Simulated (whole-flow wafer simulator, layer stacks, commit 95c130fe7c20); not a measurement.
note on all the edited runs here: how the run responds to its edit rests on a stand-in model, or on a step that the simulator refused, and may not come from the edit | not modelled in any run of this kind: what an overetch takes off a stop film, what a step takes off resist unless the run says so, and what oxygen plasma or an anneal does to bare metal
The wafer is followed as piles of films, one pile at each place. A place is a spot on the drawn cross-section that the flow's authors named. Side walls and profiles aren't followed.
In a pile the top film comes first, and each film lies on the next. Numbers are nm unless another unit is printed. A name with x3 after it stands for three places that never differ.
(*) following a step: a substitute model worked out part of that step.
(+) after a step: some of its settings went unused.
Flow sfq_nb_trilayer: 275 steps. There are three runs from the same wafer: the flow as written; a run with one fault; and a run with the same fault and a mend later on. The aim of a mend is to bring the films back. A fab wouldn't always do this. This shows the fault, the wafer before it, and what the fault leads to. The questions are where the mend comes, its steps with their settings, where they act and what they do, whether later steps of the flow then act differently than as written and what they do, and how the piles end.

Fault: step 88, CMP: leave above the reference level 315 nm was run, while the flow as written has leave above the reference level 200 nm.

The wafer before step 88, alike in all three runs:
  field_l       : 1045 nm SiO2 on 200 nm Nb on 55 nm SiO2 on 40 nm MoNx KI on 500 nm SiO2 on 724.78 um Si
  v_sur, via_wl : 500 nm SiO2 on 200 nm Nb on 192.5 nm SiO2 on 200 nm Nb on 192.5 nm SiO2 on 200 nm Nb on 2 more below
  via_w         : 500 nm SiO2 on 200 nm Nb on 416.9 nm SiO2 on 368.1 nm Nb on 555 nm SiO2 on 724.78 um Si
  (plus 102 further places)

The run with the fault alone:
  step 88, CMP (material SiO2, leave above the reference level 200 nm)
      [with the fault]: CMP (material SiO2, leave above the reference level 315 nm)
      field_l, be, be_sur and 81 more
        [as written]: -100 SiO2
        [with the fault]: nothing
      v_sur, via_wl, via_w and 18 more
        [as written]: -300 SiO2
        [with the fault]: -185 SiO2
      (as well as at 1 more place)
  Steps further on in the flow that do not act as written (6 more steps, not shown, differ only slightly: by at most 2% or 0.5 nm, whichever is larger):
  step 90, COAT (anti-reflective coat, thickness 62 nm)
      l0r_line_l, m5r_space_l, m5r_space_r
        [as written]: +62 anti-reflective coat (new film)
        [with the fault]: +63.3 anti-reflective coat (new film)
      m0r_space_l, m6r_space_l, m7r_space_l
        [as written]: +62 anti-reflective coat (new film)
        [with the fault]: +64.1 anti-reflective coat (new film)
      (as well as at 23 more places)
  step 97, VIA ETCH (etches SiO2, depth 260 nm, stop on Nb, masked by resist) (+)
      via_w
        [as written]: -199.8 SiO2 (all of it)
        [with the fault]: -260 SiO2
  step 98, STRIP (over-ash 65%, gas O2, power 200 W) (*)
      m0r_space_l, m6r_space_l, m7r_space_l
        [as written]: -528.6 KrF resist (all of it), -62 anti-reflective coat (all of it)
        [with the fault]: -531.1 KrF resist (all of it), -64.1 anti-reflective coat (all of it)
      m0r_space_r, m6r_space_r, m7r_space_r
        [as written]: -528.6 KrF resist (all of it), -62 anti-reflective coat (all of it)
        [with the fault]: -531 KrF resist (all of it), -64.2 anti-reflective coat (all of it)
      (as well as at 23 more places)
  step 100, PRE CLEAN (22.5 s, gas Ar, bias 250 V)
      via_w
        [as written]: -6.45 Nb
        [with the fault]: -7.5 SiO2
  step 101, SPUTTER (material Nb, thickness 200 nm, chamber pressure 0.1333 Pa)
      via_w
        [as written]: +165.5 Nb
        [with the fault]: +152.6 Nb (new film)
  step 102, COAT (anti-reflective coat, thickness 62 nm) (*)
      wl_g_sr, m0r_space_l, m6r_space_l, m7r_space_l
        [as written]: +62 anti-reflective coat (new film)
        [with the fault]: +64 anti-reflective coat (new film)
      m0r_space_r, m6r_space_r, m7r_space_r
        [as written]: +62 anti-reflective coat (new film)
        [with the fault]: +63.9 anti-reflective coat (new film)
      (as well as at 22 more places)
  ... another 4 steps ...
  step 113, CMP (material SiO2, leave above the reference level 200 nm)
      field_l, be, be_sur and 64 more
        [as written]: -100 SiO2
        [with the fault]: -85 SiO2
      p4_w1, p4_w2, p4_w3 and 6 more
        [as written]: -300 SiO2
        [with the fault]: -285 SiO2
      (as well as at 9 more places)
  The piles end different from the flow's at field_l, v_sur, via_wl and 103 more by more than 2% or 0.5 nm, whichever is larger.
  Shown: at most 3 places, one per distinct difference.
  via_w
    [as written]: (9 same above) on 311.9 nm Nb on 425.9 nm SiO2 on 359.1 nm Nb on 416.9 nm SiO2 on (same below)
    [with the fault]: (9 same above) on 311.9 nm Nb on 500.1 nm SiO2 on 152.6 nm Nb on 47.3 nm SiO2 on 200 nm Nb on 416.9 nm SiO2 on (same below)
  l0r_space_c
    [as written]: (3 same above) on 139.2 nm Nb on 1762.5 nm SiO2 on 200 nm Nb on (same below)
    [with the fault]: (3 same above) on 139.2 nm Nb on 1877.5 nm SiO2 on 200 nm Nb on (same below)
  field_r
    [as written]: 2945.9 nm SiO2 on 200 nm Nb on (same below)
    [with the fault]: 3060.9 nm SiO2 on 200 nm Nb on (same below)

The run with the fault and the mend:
  After step 95 comes the mend.
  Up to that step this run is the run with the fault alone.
  step 95a, STRIP (over-ash 65%, gas O2, power 200 W) (*)
      m0r_line_l, m0r_line_r, m6r_line_l, m6r_line_r, m7r_line_l, m7r_line_r
        -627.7 KrF resist (all of it), -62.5 anti-reflective coat (all of it)
      r_sur, res, r_end, ln_m6, lsp_r
        -625.9 KrF resist (all of it), -62.1 anti-reflective coat (all of it)
      moat, field_r, lsp_l, ln_m5, lsp_m
        -625.8 KrF resist (all of it), -62.1 anti-reflective coat (all of it)
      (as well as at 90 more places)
  step 95b, CMP (material SiO2, leave above the reference level 200 nm) (the flow's step 88 again)
      field_l, be, be_sur and 81 more
        -100 SiO2
      v_sur, via_wl, via_w and 19 more
        -115 SiO2
  step 95c, COAT (anti-reflective coat, thickness 62 nm) (the flow's step 90 again)
      field_l, v_sur, via_wl and 103 more
        +62 anti-reflective coat (new film)
  step 95d, COAT (KrF resist, thickness 650 nm) (the flow's step 91 again)
      field_l, v_sur, via_wl and 103 more
        +650 KrF resist (new film)
  step 95e, SOFTBAKE (KrF resist) (the flow's step 92 again)
      leaves every film unchanged at each place that is followed
  step 95f, EXPOSE (photomask I2, dose 11.91 mJ/cm2, NA 0.6, wavelength 248 nm) (*) (the flow's step 93 again)
      leaves every film unchanged at each place that is followed
  step 95g, PEB (KrF resist, 90 s) (the flow's step 94 again)
      field_l, v_sur, via_wl and 103 more
        -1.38 KrF resist
  step 95h, DEVELOP (KrF resist, thickness 650 nm, 60 s) (the flow's step 95 again)
      field_l, v_sur, via_wl and 102 more
        -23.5 KrF resist
      via_w
        -648.6 KrF resist (all of it)
  Later steps of the flow that are run all act as written at every place that is followed.
  The piles end the same as the flow's at every place that both follow.
